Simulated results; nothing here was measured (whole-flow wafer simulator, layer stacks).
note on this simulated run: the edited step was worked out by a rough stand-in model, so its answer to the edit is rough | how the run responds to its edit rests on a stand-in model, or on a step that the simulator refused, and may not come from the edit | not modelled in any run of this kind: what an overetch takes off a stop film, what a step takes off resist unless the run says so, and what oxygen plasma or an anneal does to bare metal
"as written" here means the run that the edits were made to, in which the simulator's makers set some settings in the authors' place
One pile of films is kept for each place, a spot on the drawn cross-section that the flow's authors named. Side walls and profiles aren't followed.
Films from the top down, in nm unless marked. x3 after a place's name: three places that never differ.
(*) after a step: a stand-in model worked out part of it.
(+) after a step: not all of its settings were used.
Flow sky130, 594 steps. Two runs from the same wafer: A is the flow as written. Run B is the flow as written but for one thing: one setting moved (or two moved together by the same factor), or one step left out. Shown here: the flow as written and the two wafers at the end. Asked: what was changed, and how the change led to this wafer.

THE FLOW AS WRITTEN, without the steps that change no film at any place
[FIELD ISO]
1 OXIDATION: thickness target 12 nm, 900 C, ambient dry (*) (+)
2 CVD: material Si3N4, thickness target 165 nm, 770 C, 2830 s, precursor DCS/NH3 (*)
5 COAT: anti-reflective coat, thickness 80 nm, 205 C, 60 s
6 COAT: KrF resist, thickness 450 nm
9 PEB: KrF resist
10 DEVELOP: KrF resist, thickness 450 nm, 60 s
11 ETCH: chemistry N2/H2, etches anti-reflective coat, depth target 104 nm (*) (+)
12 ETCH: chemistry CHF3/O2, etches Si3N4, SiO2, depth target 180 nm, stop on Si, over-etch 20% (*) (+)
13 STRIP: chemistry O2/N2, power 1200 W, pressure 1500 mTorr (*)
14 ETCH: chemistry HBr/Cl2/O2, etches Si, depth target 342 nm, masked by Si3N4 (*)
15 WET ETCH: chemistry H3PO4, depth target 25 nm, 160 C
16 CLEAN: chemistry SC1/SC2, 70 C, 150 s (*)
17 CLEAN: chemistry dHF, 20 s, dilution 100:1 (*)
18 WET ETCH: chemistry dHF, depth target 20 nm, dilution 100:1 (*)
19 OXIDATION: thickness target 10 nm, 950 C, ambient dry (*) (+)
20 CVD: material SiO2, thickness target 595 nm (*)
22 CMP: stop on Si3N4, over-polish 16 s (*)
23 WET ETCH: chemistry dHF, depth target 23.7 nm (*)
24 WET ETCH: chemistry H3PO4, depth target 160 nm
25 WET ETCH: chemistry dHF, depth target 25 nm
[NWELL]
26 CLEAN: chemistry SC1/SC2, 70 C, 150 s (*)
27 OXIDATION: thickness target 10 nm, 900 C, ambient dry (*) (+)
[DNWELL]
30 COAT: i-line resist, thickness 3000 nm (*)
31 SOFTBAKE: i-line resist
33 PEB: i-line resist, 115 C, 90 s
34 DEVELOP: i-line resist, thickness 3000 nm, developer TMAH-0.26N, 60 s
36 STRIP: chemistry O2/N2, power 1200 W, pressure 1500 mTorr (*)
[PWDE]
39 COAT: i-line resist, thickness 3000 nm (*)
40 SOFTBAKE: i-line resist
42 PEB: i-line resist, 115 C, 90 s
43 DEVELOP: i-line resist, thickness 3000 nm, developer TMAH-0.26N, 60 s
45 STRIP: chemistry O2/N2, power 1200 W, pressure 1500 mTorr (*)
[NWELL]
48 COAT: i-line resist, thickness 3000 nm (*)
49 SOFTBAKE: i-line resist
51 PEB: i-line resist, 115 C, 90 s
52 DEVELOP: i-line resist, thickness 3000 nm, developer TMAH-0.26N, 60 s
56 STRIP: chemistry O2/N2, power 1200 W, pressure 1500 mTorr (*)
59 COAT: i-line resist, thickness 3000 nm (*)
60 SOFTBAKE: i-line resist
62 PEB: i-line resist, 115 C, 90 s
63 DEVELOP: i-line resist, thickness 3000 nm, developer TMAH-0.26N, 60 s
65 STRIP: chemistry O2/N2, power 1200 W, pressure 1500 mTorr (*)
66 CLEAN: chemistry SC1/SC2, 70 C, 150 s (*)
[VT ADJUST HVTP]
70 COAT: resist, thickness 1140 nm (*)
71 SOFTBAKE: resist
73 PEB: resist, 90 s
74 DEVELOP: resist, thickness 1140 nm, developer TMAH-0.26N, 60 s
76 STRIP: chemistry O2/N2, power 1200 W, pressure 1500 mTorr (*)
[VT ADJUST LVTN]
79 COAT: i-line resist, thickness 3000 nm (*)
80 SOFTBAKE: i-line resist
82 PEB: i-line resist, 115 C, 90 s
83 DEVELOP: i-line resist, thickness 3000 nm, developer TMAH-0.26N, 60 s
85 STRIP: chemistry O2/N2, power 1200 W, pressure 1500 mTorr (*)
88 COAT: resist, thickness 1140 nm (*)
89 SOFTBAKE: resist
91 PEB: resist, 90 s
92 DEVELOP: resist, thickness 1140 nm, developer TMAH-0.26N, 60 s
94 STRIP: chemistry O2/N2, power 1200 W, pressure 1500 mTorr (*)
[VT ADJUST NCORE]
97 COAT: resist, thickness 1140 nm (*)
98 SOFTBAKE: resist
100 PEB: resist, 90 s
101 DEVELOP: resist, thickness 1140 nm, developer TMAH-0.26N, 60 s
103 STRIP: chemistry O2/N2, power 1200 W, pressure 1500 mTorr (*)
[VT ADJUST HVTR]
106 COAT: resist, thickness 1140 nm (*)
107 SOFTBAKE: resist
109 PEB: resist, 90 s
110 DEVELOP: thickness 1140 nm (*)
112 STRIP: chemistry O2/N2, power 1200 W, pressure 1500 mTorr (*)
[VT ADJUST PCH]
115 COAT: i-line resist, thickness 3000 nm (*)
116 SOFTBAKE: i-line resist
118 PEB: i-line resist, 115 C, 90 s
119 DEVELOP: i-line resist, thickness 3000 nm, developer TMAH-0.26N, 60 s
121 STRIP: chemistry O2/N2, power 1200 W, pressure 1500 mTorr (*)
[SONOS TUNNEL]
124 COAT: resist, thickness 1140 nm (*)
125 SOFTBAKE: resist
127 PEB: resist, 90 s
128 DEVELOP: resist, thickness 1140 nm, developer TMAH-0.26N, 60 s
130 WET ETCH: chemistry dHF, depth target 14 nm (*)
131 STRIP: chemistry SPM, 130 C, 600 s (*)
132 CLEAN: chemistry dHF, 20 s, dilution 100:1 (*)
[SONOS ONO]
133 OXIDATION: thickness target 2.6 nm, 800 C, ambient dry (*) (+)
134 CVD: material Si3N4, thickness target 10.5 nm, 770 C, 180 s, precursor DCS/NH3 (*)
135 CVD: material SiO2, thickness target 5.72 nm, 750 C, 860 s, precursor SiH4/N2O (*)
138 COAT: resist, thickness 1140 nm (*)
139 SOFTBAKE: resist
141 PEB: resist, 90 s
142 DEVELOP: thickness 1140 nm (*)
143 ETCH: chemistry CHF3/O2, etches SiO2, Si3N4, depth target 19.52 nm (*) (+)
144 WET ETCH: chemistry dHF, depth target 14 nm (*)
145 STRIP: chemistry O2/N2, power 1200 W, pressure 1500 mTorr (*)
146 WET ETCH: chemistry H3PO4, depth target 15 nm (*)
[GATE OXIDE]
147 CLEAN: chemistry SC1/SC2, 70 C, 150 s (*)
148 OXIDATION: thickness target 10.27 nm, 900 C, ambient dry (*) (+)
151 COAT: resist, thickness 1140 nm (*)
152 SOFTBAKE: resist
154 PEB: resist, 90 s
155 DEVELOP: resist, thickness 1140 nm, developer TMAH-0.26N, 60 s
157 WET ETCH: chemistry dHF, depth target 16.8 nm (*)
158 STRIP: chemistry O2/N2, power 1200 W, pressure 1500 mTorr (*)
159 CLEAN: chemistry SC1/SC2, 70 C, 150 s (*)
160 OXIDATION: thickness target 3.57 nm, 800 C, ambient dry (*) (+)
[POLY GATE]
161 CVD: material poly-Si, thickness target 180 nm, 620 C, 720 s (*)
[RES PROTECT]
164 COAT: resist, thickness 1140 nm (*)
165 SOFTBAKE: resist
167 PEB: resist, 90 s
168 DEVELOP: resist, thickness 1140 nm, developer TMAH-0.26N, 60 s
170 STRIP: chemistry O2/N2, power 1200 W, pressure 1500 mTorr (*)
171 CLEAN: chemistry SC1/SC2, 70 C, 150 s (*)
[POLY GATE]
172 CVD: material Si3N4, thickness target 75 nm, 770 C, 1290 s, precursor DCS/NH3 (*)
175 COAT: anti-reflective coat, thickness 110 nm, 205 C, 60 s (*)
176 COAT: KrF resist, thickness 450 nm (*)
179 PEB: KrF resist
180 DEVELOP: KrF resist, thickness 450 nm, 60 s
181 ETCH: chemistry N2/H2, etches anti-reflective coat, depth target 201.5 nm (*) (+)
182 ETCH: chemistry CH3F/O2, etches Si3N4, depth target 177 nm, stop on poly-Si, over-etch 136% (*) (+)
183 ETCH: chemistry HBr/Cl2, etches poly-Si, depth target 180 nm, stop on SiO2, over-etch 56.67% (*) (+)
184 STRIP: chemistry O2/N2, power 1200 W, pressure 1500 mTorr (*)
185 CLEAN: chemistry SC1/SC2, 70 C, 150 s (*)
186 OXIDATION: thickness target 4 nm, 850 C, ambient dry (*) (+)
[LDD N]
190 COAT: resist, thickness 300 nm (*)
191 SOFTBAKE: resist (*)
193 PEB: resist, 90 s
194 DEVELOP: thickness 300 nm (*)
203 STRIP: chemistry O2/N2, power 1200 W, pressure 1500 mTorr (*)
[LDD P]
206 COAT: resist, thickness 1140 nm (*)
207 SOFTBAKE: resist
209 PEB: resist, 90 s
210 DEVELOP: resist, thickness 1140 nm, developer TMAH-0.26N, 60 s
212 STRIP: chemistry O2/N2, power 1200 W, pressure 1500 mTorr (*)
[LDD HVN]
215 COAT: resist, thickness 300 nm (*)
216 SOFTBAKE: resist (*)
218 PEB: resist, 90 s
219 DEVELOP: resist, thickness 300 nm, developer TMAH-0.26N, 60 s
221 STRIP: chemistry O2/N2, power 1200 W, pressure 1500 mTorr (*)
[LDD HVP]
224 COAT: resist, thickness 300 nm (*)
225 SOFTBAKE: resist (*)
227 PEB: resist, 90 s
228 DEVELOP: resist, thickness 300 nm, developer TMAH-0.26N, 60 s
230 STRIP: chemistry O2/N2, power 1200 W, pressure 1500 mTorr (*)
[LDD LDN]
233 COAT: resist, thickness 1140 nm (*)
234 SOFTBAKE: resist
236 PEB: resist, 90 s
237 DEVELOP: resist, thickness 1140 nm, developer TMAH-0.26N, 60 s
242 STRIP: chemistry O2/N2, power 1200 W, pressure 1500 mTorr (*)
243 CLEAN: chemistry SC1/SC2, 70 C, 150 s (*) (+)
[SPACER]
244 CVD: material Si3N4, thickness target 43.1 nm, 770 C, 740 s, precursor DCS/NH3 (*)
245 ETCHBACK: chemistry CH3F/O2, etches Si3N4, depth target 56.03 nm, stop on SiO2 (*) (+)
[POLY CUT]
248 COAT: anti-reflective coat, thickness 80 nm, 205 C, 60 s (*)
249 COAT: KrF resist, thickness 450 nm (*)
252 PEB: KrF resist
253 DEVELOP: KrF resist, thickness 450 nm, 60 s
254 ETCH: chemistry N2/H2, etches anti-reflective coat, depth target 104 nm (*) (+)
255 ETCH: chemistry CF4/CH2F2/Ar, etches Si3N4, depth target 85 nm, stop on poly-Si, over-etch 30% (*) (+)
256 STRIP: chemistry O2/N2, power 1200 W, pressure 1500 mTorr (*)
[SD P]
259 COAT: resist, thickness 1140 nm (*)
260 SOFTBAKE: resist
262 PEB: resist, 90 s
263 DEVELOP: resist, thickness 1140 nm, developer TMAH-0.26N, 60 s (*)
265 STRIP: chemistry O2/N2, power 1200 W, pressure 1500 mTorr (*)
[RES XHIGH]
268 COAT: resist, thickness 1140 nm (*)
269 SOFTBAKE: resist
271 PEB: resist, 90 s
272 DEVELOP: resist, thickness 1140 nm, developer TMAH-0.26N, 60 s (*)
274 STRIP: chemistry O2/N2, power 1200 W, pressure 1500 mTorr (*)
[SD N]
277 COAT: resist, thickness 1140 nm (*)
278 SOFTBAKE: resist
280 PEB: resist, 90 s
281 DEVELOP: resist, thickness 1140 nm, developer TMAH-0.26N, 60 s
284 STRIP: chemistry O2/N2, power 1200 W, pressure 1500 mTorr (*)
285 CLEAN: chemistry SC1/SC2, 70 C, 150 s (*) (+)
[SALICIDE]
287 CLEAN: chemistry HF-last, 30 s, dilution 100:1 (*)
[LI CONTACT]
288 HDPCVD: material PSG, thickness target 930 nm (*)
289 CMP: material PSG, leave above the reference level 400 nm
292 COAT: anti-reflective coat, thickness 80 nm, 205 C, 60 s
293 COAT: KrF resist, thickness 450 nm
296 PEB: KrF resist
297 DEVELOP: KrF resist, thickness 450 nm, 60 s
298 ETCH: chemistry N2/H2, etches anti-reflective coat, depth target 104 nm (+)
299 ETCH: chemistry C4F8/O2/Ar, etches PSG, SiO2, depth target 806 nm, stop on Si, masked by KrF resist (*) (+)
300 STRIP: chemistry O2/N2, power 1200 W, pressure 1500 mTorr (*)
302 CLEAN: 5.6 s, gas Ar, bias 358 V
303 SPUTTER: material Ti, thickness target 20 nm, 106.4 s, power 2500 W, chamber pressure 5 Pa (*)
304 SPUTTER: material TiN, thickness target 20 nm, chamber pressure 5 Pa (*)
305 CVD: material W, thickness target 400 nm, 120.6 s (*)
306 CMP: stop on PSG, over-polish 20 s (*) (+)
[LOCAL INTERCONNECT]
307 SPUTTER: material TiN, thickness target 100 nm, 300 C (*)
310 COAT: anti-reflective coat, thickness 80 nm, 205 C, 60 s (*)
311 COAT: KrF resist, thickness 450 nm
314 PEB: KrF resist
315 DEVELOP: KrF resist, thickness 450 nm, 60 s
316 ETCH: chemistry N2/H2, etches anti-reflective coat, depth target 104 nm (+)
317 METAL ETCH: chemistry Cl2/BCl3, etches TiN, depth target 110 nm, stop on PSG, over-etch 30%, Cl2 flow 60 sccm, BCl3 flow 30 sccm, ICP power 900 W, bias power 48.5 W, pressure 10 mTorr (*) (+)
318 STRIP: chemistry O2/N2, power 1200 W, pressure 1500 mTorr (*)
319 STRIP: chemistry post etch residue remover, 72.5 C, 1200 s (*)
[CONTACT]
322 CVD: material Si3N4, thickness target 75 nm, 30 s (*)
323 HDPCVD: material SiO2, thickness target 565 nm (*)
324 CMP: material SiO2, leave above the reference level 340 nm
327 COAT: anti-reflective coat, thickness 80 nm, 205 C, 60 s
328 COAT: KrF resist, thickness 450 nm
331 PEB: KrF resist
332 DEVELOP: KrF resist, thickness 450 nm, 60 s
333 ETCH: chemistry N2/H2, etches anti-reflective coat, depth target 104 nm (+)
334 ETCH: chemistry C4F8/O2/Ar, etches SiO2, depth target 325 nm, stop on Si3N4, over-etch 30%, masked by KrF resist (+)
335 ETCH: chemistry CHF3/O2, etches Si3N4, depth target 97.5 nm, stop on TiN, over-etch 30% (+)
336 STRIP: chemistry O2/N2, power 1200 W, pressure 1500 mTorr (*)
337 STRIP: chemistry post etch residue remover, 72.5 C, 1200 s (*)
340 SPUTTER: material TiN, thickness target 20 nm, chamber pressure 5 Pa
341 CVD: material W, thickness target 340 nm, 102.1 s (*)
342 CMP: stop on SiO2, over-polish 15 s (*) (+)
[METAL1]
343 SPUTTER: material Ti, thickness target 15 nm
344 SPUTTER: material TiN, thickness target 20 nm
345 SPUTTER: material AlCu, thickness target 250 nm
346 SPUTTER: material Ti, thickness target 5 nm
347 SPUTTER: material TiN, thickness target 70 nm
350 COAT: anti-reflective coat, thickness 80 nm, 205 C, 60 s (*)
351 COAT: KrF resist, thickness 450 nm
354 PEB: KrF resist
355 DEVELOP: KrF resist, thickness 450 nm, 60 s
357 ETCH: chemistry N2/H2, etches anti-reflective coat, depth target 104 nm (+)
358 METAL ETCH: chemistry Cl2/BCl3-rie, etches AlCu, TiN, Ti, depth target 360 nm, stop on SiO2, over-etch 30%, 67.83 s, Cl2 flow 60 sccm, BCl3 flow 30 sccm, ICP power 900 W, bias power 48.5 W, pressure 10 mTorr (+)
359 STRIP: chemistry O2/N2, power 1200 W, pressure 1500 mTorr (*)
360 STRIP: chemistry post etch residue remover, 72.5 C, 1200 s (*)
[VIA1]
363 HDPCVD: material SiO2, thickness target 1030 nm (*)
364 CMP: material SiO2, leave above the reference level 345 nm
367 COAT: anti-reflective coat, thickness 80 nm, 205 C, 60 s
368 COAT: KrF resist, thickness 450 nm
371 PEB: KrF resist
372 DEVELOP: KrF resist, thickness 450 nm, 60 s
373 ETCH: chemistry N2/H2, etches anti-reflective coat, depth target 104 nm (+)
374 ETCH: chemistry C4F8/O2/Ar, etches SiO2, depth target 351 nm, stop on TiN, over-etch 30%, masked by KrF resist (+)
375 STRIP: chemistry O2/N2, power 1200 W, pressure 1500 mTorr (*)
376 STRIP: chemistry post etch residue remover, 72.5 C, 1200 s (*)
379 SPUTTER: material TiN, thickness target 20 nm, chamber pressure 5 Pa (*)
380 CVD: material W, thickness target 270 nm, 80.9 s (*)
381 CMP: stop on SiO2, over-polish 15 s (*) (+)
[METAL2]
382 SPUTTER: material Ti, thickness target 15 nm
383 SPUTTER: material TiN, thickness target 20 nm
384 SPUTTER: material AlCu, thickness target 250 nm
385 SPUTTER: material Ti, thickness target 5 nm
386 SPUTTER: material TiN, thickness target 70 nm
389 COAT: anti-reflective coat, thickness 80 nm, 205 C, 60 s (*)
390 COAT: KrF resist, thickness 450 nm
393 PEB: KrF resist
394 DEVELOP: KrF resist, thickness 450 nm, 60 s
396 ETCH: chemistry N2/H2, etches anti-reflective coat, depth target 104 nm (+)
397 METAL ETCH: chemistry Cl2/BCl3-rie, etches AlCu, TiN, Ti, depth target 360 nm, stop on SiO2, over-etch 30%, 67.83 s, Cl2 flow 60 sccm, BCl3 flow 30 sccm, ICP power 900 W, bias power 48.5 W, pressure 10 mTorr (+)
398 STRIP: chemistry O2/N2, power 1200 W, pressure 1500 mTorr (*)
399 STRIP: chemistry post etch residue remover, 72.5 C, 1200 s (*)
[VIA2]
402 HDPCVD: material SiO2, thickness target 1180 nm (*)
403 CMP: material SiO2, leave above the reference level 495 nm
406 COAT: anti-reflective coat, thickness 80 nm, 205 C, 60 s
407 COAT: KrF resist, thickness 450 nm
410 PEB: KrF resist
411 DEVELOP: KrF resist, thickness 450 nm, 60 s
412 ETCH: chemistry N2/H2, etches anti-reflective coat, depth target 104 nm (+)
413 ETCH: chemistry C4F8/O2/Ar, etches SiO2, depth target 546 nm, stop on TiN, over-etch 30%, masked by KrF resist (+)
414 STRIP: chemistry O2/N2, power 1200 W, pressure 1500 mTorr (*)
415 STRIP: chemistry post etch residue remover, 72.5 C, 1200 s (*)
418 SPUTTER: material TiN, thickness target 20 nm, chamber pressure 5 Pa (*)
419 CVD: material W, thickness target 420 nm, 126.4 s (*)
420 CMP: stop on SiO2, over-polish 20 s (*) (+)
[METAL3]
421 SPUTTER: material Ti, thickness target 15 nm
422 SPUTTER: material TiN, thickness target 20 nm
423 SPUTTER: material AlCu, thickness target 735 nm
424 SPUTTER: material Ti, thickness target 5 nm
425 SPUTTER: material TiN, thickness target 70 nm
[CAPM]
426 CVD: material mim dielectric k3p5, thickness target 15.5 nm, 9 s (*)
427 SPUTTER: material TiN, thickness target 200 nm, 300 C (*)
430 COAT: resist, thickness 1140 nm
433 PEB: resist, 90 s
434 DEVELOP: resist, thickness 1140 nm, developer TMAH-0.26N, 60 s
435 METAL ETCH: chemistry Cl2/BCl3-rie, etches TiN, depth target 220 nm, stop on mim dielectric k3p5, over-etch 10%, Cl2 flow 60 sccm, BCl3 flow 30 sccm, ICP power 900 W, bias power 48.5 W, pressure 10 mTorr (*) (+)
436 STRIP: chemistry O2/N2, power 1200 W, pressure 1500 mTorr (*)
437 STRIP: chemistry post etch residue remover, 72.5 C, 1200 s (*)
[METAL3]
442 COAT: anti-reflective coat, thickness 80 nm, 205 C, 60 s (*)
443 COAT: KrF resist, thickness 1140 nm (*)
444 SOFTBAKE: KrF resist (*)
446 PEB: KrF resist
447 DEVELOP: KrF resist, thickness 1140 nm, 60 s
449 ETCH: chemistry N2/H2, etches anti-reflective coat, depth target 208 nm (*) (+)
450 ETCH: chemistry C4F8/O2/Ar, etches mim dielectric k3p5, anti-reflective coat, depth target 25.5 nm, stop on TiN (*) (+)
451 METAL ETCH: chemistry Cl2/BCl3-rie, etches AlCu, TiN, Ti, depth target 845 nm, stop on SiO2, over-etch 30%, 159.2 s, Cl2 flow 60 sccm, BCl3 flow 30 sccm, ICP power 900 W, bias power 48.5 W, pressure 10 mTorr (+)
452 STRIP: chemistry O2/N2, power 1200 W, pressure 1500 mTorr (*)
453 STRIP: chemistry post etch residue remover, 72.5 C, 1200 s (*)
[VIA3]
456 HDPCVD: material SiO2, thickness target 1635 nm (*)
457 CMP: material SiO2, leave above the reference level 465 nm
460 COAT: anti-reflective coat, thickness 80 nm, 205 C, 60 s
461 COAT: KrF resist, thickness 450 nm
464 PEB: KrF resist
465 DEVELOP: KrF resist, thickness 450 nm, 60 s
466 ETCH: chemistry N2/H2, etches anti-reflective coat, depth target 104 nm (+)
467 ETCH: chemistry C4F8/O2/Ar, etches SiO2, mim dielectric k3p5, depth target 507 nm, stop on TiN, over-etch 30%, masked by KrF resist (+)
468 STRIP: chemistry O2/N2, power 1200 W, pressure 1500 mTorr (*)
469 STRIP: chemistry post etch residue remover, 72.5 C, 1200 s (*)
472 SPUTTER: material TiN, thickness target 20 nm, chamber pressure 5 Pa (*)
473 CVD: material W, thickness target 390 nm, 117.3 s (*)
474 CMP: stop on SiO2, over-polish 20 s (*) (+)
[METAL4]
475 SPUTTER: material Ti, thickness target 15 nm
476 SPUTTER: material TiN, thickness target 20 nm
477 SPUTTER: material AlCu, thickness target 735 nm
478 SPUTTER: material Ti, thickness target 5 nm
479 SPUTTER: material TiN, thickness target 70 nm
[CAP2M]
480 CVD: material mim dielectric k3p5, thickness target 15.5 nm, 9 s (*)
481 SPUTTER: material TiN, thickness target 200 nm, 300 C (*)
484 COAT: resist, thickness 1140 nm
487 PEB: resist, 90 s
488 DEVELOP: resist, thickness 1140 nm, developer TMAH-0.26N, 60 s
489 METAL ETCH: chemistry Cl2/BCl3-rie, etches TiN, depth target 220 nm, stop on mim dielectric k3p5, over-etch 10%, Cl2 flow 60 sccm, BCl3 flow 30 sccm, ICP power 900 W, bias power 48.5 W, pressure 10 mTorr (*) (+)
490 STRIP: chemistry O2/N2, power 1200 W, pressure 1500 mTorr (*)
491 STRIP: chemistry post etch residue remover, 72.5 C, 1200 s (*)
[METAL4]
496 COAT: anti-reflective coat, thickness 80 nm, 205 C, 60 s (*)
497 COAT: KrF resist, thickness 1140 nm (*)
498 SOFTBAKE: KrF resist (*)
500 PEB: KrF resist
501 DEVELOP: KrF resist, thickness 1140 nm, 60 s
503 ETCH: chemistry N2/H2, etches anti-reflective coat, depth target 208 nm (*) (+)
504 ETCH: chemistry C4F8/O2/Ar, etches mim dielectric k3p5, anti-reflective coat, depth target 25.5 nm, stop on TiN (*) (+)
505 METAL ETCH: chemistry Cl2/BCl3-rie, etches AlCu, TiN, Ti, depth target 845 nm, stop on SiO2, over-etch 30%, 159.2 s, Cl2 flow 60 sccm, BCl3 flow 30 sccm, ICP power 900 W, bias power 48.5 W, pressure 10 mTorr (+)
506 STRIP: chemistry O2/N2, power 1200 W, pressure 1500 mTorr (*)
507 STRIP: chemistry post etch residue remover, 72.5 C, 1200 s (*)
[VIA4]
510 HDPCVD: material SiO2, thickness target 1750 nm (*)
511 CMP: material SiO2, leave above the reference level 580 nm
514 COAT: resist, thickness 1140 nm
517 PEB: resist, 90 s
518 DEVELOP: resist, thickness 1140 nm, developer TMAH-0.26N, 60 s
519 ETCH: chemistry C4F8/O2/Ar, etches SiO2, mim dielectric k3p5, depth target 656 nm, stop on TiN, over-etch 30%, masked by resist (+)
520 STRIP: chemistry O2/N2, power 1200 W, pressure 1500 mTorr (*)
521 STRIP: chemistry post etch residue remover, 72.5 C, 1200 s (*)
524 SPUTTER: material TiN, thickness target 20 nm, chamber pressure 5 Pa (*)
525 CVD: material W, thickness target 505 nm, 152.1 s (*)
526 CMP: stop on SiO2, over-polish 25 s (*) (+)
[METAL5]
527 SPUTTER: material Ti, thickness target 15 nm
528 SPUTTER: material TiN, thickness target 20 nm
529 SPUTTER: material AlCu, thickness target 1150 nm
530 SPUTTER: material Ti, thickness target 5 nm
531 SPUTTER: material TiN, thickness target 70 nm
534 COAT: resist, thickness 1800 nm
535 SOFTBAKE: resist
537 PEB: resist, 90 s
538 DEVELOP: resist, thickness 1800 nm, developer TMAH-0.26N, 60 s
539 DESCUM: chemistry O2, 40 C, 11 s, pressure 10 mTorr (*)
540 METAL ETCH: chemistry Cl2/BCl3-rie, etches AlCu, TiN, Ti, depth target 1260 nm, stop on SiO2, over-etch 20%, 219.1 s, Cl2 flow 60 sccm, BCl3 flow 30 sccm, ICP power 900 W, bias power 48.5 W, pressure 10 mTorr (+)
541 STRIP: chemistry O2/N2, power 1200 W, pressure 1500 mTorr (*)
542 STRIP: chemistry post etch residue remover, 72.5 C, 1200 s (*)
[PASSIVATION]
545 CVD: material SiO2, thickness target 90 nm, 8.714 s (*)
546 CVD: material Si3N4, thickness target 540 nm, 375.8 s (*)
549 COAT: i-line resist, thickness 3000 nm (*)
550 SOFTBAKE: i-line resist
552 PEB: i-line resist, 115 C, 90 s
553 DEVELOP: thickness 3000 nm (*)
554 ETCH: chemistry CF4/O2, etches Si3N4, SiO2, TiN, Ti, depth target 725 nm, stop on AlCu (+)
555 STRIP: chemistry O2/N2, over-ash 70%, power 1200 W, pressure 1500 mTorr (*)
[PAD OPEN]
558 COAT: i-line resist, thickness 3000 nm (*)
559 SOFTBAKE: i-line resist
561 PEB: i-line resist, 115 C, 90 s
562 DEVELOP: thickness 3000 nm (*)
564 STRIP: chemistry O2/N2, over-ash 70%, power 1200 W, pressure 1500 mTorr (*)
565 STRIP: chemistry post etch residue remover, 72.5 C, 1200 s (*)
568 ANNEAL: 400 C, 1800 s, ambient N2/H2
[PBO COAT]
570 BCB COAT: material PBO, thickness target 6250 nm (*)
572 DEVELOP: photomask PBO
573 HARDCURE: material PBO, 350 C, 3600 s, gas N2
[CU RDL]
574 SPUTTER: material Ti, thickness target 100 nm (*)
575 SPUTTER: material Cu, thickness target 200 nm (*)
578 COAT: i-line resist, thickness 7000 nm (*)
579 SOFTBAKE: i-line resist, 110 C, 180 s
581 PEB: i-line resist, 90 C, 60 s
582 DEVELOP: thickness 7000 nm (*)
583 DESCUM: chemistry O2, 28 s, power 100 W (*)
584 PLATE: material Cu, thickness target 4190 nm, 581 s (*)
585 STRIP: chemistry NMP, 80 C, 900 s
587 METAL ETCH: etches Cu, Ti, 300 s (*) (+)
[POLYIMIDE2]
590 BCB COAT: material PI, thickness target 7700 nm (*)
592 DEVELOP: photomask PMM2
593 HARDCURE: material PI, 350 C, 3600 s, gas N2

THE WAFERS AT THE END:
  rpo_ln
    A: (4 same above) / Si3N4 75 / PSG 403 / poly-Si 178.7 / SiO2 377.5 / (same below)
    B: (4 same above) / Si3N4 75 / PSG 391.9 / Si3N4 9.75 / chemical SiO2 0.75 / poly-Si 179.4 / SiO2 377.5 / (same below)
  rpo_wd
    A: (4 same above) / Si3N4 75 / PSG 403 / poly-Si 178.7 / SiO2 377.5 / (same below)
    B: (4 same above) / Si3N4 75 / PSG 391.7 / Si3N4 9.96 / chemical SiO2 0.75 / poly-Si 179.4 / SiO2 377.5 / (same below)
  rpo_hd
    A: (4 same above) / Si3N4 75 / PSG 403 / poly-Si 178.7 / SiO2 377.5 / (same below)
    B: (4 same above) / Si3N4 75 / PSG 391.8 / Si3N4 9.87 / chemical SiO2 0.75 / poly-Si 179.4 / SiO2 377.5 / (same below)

The cause: step 255, ETCH: depth target 51 nm was run, where the flow has depth target 85 nm.

How the change led to this, step by step:
  255 ETCH: chemistry CF4/CH2F2/Ar, etches Si3N4, depth target 85 nm, stop on poly-Si, over-etch 30% (*) (+)
      rpo_wd, rxpo_wd: A Si3N4 -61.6 (all of it), chemical SiO2 -0.75 (all of it) | B Si3N4 -51
      poly_licon: A Si3N4 -61.9 (all of it), chemical SiO2 -0.76 (all of it) | B Si3N4 -51
      (and at 187 more places)
  256 STRIP: chemistry O2/N2, power 1200 W, pressure 1500 mTorr (*)
      poly_licon, rpo_ln, rpo_wd, rpo_hd, rpo_hd_licon, rxpo_ln, rxpo_wd: A chemical SiO2 +0.8 (new film), poly-Si -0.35 | B nothing
      dice_street, dep_dnw_sti, iso_dnw_wall, grade_field_poly, de16_nwb_sti: A KrF resist -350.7 (all of it), anti-reflective coat -80 (all of it) | B KrF resist -365.9 (all of it), anti-reflective coat -80 (all of it)
      (and at 178 more places)
  287 CLEAN: chemistry HF-last, 30 s, dilution 100:1 (*)
      rpo_ln, rpo_wd, rpo_hd, rpo_hd_licon, rxpo_ln, rxpo_wd: A chemical SiO2 -0.77 (all of it) | B Si3N4 -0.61
      poly_licon: A chemical SiO2 -0.76 (all of it) | B Si3N4 -0.61
  289 CMP: material PSG, leave above the reference level 400 nm
      poly_licon, rpo_hd_licon: A PSG -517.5 | B PSG -529.2
      rpo_hd, rxpo_wd: A PSG -517.5 | B PSG -528.8
      (and at 3 more places)
  299 ETCH: chemistry C4F8/O2/Ar, etches PSG, SiO2, depth target 806 nm, stop on Si, masked by KrF resist (*) (+)
      poly_licon: A PSG -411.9 (all of it) | B PSG -400.2 (all of it), Si3N4 -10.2 (all of it), chemical SiO2 -0.76 (all of it)
      rpo_hd_licon: A PSG -411.9 (all of it) | B PSG -400.2 (all of it), Si3N4 -10.2 (all of it), chemical SiO2 -0.75 (all of it)
  306 CMP: stop on PSG, over-polish 20 s (*) (+)
      poly_licon: A W -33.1 | B W -33.8
